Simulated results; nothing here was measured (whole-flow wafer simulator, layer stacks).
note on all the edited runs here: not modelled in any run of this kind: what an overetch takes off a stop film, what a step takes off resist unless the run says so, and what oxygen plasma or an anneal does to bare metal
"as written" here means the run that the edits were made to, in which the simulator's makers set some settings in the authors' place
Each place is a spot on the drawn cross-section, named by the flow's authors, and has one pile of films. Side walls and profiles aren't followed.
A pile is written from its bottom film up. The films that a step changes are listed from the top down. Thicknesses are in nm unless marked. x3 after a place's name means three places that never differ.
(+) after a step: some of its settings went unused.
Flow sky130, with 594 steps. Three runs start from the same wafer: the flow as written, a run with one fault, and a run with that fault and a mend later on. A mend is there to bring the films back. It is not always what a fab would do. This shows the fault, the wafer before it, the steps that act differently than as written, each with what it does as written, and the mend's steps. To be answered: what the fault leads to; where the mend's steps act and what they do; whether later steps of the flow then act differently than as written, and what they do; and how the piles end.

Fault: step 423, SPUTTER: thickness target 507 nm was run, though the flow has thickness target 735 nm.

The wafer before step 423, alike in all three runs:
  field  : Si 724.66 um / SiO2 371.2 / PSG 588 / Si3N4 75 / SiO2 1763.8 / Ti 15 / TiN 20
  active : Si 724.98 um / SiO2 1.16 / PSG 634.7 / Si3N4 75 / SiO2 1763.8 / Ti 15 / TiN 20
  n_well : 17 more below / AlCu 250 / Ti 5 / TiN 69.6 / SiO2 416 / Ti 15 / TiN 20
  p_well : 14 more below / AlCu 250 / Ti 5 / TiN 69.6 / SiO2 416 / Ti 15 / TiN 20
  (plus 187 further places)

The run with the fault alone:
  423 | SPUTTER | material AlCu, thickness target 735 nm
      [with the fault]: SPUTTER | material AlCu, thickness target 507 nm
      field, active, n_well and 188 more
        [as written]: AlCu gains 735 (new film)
        [with the fault]: AlCu gains 507 (new film)
  Steps further on in the flow that do not act as written (not shown: 9 more steps that differ only slightly, by at most 2% or 0.5 nm, whichever is larger):
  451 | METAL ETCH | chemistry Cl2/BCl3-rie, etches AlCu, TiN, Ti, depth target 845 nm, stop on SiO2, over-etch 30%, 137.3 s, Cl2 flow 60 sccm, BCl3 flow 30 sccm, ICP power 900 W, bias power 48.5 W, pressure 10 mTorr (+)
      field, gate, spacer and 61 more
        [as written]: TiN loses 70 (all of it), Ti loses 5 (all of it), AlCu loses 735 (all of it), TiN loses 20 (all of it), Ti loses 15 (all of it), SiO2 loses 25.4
        [with the fault]: TiN loses 70 (all of it), Ti loses 5 (all of it), AlCu loses 507 (all of it), TiN loses 20 (all of it), Ti loses 15 (all of it), SiO2 loses 48.1
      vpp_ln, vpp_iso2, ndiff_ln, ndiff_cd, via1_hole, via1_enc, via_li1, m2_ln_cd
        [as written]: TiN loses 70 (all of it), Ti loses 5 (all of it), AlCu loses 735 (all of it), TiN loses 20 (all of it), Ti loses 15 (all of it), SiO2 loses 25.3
        [with the fault]: TiN loses 70 (all of it), Ti loses 5 (all of it), AlCu loses 507 (all of it), TiN loses 20 (all of it), Ti loses 15 (all of it), SiO2 loses 48.1
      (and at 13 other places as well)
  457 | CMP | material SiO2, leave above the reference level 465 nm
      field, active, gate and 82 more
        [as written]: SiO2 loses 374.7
        [with the fault]: SiO2 loses 579.8
  By the end, the piles at field, active, n_well and 190 more depart from the flow's by more than 2% or 0.5 nm, whichever is larger.
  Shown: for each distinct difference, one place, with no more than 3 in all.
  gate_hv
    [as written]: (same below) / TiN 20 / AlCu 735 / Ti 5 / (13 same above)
    [with the fault]: (same below) / TiN 20 / AlCu 507 / Ti 5 / (13 same above)
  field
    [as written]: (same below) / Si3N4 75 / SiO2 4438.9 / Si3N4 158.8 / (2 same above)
    [with the fault]: (same below) / Si3N4 75 / SiO2 4210.9 / Si3N4 158.8 / (2 same above)
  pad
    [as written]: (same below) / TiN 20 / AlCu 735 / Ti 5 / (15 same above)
    [with the fault]: (same below) / TiN 20 / AlCu 507 / Ti 5 / (15 same above)

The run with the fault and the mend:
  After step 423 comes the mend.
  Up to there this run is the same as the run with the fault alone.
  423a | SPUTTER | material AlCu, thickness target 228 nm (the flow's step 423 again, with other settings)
      field, active, n_well and 188 more
        AlCu gains 228
  Every later step of the flow that is run acts as written at every place that is followed.
  The piles end the same as the flow's at every place that both follow.
